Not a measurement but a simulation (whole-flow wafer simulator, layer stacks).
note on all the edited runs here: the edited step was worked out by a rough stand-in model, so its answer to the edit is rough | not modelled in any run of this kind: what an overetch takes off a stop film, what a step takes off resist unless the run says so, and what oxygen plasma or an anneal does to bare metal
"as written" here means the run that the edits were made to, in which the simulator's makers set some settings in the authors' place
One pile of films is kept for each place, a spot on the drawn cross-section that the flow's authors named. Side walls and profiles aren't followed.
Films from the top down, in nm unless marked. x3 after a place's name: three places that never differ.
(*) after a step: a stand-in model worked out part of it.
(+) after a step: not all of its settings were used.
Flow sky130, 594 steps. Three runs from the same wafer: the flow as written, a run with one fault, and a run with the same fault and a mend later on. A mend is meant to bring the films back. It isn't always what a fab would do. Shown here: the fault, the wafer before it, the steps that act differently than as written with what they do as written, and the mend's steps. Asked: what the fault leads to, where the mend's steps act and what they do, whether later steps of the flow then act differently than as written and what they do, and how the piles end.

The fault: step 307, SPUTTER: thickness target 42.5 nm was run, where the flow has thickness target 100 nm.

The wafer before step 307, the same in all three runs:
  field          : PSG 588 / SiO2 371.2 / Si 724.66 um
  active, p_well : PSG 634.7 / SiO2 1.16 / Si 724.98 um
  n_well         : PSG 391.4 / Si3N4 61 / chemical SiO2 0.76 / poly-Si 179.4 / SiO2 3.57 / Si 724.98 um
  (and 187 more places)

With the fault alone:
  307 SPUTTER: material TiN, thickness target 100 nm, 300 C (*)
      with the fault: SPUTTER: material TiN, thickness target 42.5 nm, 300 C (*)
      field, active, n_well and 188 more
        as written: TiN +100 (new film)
        with the fault: TiN +42.5 (new film)
  Later steps of the flow that act differently than as written (1 more step differs only slightly, by at most 2% or 0.5 nm, whichever is larger, and isn't shown):
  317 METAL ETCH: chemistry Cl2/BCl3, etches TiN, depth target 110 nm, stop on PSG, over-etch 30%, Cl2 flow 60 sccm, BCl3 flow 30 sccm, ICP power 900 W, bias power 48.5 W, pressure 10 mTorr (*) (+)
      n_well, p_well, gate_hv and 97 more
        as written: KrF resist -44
        with the fault: KrF resist -21.4
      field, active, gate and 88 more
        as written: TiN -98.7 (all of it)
        with the fault: TiN -41.2 (all of it)
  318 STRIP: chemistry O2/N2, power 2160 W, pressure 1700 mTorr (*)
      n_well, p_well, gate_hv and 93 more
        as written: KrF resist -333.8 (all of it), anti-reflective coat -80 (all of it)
        with the fault: KrF resist -356.4 (all of it), anti-reflective coat -80 (all of it)
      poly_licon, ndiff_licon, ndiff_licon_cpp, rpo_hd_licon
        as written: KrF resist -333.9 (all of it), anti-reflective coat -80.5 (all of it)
        with the fault: KrF resist -356.5 (all of it), anti-reflective coat -80.5 (all of it)
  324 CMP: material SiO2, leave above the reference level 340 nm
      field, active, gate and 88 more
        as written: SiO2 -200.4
        with the fault: SiO2 -257.9
  At the end the piles differ from the flow's by more than 2% or 0.5 nm, whichever is larger, at n_well, p_well, gate_hv and 118 more.
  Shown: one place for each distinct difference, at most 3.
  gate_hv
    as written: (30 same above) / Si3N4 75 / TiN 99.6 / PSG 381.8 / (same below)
    with the fault: (30 same above) / Si3N4 75 / TiN 42.1 / PSG 381.8 / (same below)
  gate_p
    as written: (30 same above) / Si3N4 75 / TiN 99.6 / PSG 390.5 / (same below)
    with the fault: (30 same above) / Si3N4 75 / TiN 42.1 / PSG 390.5 / (same below)
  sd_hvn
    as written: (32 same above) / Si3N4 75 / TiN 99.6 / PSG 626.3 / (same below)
    with the fault: (32 same above) / Si3N4 75 / TiN 42.1 / PSG 626.3 / (same below)

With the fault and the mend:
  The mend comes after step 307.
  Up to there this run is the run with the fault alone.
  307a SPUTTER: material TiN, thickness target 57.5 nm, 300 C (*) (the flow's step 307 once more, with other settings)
      field, active, n_well and 188 more
        TiN +57.5
  No later step of the flow acts differently than as written, at any place that is followed, by more than 2% or 0.5 nm, whichever is larger.
  At the end the piles are the same as the flow's at every place that both follow.
